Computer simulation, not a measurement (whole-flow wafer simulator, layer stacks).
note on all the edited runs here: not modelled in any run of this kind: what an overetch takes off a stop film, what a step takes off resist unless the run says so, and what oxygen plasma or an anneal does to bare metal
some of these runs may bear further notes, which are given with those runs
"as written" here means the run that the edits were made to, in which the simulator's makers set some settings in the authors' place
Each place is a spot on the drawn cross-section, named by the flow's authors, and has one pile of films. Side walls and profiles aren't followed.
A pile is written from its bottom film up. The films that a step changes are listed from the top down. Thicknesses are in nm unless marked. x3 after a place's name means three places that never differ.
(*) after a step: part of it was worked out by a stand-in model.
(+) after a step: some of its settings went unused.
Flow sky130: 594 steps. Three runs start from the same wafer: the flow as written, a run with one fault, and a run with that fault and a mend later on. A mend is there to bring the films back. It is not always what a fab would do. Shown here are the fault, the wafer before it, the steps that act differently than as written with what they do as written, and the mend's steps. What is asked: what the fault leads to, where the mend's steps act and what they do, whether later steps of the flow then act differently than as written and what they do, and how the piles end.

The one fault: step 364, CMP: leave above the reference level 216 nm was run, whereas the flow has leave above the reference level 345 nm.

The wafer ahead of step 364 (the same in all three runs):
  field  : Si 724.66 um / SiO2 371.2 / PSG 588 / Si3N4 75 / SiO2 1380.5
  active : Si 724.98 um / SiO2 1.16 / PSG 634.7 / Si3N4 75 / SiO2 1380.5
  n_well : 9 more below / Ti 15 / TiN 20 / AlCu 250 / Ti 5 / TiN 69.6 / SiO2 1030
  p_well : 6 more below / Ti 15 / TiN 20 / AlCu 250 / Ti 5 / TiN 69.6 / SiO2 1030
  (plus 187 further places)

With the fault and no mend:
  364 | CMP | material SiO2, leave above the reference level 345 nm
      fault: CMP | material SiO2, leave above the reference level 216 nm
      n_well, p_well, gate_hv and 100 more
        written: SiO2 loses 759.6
        fault: SiO2 loses 888.6
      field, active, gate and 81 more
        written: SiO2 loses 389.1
        fault: SiO2 loses 518.1
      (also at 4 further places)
  Steps later in the flow that act otherwise than as written (10 other steps are not shown; they differ only slightly, by no more than 2% or 0.5 nm, whichever is larger):
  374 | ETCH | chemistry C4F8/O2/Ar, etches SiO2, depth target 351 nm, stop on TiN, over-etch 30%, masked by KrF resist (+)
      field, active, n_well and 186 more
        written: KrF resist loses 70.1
        fault: KrF resist loses 36.6
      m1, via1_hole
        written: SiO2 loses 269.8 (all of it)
        fault: SiO2 loses 140.8 (all of it)
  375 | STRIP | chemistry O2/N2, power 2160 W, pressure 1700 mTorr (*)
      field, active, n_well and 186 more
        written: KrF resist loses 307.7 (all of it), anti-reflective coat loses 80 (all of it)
        fault: KrF resist loses 341.2 (all of it), anti-reflective coat loses 80 (all of it)
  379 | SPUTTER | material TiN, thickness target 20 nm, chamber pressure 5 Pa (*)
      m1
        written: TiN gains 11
        fault: TiN gains 13.8
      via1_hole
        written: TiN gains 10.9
        fault: TiN gains 13.7
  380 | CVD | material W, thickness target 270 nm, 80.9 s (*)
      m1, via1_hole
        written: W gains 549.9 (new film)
        fault: W gains 418.1 (new film)
  The piles end different from the flow's at field, active, n_well and 190 more by more than 2% or 0.5 nm, whichever is larger.
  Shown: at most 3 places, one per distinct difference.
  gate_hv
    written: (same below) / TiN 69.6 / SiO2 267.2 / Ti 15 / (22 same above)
    fault: (same below) / TiN 69.6 / SiO2 138.2 / Ti 15 / (22 same above)
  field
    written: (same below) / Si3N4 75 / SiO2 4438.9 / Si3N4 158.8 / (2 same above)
    fault: (same below) / Si3N4 75 / SiO2 4309.9 / Si3N4 158.8 / (2 same above)
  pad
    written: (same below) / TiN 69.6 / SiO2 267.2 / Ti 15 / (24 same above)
    fault: (same below) / TiN 69.6 / SiO2 138.2 / Ti 15 / (24 same above)

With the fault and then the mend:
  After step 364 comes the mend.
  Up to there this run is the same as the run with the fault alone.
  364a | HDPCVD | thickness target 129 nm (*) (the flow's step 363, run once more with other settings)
      field, active, n_well and 188 more
        SiO2 gains 129
  Every later step of the flow that is run acts as written, at every place that is followed, to within 2% or 0.5 nm, whichever is larger.
  The piles end the same as the flow's at every place that both follow.
